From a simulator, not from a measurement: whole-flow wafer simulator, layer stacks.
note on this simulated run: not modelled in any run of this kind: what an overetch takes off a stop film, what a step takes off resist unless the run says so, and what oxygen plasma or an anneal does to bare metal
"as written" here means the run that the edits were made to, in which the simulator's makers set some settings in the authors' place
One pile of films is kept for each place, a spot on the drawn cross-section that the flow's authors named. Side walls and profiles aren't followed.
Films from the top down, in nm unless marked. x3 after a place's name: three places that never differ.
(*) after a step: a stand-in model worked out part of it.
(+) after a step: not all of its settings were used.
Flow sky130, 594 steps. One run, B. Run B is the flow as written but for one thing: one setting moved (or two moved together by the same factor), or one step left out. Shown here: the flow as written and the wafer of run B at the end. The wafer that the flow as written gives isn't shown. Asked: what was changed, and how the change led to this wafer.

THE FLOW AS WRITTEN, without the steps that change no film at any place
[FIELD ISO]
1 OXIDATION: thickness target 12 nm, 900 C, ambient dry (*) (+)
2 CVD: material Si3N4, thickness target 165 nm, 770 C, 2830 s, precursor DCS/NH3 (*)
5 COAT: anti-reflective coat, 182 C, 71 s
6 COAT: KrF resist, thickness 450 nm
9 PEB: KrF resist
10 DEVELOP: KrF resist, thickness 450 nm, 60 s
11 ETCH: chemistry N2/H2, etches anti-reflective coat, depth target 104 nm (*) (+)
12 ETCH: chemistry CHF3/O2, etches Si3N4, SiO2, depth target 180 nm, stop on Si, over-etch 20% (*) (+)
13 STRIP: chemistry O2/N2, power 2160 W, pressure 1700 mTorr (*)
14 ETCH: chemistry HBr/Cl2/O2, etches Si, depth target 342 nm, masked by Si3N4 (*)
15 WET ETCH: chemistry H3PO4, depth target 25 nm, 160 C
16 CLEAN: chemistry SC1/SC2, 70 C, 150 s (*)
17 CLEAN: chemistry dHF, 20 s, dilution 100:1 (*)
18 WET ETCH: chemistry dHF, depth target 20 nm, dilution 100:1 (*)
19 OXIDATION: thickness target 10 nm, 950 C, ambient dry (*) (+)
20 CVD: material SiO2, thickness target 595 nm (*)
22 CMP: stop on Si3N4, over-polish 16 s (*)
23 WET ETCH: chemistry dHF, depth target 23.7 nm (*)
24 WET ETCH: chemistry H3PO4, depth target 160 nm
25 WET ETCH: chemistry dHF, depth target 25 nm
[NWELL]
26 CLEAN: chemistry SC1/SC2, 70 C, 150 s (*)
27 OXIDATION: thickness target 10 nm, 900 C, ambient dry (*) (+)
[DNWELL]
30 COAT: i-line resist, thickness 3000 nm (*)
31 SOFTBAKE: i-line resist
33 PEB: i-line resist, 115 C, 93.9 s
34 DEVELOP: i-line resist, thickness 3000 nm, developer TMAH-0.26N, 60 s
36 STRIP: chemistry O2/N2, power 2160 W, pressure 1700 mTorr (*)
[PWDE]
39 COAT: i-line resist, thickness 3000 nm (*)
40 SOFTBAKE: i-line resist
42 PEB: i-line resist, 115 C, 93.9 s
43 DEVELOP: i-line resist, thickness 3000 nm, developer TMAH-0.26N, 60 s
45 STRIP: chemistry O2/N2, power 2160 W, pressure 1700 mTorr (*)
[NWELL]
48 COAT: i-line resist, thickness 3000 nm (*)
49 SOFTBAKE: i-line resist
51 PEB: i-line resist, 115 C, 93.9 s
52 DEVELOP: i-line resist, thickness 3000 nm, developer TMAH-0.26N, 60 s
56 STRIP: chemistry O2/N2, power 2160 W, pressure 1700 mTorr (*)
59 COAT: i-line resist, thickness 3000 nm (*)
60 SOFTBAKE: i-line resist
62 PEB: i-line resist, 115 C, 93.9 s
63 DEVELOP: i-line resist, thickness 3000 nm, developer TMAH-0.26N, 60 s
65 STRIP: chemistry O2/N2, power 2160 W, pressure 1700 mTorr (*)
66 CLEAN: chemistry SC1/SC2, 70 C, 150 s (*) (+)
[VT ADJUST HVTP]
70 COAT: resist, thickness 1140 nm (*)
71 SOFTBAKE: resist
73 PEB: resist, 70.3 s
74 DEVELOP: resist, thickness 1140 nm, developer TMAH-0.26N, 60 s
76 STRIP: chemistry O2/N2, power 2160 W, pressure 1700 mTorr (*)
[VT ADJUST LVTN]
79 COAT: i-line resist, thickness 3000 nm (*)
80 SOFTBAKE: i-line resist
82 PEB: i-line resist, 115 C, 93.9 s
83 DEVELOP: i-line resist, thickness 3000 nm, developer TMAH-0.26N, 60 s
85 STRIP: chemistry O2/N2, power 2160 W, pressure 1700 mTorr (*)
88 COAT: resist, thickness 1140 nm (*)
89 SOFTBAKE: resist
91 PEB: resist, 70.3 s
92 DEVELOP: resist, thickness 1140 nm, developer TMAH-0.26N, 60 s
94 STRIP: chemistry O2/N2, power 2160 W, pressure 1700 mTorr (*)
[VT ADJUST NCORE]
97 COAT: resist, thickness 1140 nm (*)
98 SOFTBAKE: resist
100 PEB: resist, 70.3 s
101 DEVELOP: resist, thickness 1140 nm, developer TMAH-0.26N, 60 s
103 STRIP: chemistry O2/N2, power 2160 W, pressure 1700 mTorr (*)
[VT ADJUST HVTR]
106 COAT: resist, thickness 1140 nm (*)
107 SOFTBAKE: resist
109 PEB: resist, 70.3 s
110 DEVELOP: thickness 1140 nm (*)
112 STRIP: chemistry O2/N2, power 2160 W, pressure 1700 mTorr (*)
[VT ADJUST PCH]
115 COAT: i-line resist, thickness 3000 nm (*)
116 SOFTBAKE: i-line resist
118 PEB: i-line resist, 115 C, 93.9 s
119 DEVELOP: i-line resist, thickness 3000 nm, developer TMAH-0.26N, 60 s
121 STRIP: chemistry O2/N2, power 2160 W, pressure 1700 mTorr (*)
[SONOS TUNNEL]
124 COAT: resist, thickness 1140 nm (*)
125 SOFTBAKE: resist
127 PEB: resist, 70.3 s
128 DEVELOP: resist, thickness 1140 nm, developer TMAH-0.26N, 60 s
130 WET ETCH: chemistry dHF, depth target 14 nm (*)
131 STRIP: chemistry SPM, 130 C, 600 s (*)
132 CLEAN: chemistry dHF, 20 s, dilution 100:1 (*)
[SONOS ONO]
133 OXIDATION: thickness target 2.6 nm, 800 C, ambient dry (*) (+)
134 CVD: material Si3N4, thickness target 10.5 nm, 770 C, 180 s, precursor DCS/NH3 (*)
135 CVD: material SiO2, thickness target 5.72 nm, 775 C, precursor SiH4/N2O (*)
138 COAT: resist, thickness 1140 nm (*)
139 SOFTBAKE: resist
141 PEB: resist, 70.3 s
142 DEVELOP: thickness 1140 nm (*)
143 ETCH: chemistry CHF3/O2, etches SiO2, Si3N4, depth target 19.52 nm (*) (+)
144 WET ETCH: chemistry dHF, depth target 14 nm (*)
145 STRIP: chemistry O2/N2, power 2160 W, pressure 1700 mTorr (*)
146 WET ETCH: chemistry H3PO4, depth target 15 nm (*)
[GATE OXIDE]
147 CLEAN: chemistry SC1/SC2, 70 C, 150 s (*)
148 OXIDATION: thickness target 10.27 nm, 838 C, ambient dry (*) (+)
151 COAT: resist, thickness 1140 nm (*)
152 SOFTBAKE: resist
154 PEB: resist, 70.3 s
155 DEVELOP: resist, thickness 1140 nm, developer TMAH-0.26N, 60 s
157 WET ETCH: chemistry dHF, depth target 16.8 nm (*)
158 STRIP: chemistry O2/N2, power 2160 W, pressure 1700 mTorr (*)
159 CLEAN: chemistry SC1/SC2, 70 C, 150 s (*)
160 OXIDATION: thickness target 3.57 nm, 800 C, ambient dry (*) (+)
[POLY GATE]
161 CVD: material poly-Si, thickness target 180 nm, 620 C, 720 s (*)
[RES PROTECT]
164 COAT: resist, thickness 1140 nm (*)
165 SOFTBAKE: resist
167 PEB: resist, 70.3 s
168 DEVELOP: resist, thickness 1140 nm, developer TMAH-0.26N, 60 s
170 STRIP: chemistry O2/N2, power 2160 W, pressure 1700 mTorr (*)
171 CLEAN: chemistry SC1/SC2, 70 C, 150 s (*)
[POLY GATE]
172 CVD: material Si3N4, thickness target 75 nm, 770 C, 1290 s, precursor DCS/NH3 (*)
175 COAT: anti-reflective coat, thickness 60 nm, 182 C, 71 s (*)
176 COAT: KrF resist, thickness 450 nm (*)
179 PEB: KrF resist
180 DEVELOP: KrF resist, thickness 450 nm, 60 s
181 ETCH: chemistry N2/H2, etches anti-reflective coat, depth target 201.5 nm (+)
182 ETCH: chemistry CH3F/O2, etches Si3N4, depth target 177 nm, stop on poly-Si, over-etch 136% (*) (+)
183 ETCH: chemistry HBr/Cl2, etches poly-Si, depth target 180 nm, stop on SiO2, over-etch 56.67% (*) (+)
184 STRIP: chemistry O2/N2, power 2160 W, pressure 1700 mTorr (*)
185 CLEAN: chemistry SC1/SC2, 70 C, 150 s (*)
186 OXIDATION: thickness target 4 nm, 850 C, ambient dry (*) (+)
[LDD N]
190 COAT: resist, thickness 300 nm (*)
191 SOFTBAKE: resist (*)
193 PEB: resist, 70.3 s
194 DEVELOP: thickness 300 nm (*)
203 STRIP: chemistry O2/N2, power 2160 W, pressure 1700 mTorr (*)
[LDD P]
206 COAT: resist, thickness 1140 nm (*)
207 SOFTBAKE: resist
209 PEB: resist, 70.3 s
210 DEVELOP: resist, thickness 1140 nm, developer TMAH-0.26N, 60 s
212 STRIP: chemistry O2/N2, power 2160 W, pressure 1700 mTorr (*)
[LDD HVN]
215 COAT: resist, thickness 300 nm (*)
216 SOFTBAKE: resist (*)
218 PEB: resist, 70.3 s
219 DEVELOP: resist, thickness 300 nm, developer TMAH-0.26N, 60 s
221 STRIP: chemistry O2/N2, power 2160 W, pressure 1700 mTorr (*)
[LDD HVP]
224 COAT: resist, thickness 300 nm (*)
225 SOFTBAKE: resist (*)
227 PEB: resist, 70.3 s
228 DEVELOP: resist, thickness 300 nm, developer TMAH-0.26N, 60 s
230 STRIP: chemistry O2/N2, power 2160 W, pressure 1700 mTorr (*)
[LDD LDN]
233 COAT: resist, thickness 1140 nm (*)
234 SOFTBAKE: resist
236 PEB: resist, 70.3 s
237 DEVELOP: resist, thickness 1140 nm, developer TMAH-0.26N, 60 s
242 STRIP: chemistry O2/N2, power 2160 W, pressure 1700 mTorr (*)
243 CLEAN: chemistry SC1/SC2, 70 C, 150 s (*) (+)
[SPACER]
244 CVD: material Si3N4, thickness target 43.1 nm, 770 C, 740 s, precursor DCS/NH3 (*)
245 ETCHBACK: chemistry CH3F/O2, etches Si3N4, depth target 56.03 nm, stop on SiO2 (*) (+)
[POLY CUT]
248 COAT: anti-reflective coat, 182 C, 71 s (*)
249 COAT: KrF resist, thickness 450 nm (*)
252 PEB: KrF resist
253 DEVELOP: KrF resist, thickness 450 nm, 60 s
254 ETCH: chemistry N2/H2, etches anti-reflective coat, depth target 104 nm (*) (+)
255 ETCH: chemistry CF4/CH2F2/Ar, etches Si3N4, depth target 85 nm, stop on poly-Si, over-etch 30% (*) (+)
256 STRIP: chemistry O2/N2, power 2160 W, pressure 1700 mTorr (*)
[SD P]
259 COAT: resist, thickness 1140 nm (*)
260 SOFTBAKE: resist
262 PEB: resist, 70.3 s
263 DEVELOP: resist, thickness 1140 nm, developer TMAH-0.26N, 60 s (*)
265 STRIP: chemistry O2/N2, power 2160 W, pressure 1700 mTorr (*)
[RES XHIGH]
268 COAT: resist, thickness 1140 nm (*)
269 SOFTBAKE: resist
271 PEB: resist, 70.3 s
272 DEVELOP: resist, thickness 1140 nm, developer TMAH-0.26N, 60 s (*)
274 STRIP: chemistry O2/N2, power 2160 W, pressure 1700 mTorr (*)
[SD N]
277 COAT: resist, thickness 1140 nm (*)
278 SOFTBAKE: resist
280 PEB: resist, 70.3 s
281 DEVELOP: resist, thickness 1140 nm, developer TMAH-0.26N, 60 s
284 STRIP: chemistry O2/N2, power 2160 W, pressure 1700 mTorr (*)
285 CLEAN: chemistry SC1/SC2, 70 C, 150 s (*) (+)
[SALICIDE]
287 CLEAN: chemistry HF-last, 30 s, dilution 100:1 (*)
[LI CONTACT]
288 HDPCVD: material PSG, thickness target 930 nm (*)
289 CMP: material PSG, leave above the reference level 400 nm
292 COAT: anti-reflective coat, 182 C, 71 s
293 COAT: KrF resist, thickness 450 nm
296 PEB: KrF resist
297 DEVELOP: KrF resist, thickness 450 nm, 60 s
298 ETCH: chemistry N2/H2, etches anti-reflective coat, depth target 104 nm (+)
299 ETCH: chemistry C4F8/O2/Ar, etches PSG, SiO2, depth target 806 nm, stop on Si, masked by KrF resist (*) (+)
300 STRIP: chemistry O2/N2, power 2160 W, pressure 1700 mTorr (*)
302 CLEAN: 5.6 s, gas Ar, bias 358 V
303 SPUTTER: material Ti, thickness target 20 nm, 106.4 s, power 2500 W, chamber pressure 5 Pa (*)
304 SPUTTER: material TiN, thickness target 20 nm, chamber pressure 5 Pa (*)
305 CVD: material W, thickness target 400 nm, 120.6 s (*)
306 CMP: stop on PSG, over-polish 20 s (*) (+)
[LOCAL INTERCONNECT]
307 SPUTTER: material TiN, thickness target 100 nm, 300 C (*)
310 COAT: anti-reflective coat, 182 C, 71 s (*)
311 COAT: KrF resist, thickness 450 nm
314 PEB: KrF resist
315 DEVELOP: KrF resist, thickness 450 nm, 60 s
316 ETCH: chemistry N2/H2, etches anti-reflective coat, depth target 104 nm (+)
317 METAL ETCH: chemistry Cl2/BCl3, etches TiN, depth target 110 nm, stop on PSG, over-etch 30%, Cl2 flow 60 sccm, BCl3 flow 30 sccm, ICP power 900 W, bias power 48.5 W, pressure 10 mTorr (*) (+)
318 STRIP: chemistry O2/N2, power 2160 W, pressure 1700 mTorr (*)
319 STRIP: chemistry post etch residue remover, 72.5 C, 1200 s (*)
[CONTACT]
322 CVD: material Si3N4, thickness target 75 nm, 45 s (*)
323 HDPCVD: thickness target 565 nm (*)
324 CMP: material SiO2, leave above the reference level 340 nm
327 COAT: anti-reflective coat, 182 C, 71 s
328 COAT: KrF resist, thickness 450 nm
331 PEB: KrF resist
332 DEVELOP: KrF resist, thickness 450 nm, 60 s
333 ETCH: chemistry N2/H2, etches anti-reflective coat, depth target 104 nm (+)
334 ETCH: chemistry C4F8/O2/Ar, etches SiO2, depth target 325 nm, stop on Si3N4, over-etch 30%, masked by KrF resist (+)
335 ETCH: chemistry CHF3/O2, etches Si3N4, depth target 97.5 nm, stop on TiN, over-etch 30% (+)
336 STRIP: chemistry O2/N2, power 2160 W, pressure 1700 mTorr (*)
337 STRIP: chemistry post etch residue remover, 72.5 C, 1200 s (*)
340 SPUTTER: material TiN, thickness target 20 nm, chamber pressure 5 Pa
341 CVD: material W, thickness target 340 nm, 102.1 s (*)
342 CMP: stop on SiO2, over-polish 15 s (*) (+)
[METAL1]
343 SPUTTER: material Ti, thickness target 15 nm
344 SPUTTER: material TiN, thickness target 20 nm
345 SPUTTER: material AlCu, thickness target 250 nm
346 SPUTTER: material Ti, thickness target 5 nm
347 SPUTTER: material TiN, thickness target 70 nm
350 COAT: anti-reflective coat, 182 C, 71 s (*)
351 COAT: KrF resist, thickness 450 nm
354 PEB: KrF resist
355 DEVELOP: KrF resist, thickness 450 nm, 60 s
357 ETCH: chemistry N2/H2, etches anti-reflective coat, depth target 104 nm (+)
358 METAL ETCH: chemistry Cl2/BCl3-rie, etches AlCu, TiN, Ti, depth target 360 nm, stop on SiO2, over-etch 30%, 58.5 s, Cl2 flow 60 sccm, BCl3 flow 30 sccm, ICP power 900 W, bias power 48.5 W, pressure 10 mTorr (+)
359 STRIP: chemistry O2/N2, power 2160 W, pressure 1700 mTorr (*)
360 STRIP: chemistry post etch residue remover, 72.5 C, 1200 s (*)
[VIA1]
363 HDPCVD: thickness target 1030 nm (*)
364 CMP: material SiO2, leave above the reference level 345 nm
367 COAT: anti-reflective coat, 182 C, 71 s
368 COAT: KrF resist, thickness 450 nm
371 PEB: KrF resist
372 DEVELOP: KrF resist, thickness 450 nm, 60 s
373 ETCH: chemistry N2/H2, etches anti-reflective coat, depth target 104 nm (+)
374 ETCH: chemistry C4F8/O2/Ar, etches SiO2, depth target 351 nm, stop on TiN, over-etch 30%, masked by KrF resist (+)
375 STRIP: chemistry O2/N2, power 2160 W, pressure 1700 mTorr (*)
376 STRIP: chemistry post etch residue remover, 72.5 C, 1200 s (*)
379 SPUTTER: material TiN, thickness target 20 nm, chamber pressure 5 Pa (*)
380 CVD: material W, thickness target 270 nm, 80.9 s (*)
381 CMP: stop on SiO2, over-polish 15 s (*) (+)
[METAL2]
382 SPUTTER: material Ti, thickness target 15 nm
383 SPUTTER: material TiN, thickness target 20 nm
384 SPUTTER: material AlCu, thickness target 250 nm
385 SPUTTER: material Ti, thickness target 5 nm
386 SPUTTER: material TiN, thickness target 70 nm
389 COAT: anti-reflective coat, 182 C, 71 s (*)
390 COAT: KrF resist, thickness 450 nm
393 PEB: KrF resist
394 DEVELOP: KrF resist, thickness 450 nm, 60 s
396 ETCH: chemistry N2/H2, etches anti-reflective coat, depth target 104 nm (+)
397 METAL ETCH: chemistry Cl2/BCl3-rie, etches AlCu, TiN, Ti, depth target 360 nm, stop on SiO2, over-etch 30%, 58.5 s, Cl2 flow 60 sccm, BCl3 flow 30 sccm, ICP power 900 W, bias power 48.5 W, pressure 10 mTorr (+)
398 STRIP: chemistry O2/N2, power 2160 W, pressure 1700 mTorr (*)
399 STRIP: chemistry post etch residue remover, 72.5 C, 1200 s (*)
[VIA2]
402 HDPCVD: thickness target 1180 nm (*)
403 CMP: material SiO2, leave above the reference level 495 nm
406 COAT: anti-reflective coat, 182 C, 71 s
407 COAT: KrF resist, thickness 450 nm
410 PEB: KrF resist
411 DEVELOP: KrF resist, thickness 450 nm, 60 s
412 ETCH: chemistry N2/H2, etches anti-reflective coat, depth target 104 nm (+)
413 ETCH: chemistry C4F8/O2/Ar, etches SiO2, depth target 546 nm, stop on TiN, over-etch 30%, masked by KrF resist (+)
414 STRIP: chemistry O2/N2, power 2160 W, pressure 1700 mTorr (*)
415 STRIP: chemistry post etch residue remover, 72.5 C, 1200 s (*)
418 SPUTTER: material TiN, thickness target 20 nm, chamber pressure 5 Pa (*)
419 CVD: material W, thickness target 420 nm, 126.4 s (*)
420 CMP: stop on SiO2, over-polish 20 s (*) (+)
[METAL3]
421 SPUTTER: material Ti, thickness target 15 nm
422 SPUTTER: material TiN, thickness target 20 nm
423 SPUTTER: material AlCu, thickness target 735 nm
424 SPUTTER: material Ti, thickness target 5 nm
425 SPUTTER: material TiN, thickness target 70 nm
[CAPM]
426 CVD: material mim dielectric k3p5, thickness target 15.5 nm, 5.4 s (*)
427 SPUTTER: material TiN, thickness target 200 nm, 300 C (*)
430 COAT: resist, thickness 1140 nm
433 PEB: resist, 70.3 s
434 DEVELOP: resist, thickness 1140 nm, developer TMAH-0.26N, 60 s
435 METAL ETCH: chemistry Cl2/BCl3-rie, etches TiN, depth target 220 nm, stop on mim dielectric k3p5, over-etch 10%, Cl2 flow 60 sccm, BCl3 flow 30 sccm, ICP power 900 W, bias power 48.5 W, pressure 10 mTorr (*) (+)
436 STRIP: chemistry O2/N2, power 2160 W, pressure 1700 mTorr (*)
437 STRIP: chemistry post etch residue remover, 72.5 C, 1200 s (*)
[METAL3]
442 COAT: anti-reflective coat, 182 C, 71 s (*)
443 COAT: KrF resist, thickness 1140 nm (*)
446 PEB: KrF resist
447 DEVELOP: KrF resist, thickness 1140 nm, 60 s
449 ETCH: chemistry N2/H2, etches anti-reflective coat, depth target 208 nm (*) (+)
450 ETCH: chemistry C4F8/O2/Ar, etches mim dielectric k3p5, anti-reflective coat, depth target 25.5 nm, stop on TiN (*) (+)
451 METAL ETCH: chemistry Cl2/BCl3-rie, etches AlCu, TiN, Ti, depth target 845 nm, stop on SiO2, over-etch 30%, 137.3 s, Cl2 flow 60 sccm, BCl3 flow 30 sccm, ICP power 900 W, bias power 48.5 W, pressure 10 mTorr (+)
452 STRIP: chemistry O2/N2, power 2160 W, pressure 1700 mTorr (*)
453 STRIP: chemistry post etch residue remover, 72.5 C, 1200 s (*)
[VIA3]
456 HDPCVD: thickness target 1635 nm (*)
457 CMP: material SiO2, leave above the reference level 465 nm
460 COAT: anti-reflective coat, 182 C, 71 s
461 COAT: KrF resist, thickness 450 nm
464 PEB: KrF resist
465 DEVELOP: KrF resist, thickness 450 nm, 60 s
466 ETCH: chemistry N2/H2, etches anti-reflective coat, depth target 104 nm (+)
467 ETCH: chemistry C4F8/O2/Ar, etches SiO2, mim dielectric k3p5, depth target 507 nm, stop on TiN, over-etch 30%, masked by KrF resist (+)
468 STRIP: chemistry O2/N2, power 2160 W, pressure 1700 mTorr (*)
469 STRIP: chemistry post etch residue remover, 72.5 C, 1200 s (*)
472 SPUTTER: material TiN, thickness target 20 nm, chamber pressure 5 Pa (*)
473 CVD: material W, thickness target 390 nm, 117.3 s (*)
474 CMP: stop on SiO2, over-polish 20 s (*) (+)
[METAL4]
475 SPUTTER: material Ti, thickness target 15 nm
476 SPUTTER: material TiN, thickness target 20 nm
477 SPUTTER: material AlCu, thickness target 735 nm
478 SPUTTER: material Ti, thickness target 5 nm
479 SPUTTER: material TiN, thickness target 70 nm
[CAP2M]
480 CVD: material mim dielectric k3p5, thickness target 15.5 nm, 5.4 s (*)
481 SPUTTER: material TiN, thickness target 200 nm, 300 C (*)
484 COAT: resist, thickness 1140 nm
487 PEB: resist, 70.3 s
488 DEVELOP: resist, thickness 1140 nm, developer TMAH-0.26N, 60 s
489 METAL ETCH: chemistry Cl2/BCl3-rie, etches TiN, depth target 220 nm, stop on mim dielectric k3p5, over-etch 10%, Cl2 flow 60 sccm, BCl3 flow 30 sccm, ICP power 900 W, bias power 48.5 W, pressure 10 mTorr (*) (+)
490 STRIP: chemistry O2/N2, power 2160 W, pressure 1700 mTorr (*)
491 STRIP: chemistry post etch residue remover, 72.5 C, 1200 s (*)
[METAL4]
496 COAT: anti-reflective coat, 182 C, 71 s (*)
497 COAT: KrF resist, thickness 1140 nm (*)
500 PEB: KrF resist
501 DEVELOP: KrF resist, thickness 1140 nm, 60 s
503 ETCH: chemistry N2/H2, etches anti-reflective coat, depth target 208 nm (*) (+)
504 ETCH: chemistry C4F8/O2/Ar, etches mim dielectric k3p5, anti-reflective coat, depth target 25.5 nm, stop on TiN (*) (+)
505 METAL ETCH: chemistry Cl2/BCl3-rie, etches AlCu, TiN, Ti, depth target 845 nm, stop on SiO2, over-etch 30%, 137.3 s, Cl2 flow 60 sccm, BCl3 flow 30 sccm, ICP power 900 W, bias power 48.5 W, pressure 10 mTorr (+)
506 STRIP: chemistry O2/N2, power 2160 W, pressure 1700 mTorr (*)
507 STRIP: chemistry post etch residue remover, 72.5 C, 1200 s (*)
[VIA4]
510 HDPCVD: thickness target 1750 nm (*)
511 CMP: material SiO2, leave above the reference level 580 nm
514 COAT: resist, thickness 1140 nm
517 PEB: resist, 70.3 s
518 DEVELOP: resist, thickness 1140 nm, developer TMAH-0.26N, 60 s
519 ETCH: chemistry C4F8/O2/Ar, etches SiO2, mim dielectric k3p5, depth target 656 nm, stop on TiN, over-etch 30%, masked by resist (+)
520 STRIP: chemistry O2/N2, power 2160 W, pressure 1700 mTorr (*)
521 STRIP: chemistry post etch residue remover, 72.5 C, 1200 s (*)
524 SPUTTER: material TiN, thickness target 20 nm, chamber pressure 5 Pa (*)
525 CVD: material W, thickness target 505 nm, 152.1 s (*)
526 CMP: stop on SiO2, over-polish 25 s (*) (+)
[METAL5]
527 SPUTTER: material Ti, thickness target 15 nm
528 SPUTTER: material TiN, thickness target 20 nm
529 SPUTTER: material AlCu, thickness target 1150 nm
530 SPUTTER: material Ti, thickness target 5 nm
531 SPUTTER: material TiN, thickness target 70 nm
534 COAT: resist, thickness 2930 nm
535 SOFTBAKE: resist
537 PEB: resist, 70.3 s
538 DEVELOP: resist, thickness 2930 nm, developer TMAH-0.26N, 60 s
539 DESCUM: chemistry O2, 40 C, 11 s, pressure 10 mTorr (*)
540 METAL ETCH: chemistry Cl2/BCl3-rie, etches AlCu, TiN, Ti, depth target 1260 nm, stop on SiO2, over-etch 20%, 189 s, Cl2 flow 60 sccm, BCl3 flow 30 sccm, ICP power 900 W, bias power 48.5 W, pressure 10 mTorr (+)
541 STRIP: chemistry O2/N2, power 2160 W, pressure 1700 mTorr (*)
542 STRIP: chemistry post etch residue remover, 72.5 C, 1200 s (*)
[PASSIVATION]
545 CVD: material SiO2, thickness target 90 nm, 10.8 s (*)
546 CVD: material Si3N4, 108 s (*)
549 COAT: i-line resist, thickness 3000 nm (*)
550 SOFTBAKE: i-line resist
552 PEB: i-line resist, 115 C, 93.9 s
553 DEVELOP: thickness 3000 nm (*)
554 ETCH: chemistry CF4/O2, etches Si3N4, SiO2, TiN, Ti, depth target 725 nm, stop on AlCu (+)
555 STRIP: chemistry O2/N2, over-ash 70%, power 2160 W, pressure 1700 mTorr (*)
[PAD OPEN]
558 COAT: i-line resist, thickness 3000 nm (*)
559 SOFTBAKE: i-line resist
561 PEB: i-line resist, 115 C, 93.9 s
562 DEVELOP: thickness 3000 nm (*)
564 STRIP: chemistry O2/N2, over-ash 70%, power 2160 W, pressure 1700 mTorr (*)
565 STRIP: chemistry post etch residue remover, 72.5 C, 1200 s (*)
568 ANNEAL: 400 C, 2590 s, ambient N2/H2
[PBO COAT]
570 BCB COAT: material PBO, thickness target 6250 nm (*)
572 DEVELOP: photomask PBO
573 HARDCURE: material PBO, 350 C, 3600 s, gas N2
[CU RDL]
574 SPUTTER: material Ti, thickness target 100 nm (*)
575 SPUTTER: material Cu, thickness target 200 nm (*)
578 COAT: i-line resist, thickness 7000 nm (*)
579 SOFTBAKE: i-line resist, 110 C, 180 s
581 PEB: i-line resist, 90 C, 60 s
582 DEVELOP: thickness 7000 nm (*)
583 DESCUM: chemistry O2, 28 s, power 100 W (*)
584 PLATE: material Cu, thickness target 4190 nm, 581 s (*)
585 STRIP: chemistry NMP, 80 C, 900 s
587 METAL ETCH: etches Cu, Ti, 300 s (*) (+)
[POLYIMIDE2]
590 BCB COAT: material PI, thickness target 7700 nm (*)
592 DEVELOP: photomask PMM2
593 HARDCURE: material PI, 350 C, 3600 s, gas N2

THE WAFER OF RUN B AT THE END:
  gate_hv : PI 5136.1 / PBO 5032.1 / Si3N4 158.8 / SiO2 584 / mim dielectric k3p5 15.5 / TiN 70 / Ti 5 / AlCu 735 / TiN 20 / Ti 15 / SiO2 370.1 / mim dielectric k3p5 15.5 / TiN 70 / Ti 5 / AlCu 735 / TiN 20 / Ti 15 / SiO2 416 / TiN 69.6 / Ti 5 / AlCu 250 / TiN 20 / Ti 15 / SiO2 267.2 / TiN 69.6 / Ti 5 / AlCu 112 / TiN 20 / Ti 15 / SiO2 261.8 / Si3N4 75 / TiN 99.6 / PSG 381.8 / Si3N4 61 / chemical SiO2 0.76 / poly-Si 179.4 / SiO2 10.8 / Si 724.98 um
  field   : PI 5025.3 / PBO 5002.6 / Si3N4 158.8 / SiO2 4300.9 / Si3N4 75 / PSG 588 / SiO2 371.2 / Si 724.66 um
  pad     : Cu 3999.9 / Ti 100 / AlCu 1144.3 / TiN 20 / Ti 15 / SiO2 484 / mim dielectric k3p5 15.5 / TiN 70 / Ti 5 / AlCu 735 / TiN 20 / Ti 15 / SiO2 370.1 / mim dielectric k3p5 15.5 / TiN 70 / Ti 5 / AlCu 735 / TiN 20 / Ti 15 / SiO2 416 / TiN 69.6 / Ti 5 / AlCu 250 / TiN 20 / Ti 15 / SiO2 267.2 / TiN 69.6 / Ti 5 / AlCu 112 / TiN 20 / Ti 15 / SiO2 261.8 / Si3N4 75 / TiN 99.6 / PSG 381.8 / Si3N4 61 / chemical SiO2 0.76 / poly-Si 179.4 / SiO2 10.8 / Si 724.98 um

The cause: step 345, SPUTTER: thickness target 112 nm was run, where the flow has thickness target 250 nm.
It can be read off the wafer: gate_hv has AlCu 112, and step 345 as written asks for 250 nm.

How the change led to this, step by step:
  345 SPUTTER: material AlCu, thickness target 250 nm
      field, active, n_well and 188 more: AlCu +112 (new film) (as written it would be: AlCu +250 (new film))
  358 METAL ETCH: chemistry Cl2/BCl3-rie, etches AlCu, TiN, Ti, depth target 360 nm, stop on SiO2, over-etch 30%, 58.5 s, Cl2 flow 60 sccm, BCl3 flow 30 sccm, ICP power 900 W, bias power 48.5 W, pressure 10 mTorr (+)
      field, active, gate and 81 more: TiN -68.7 (all of it), Ti -5 (all of it), AlCu -112 (all of it), TiN -20 (all of it), Ti -15 (all of it), SiO2 -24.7 (as written it would be: TiN -68.7 (all of it), Ti -5 (all of it), AlCu -250 (all of it), TiN -20 (all of it), Ti -15 (all of it), SiO2 -10.9)
  364 CMP: material SiO2, leave above the reference level 345 nm
      field, active, gate and 81 more: SiO2 -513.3 (as written it would be: SiO2 -389.1)
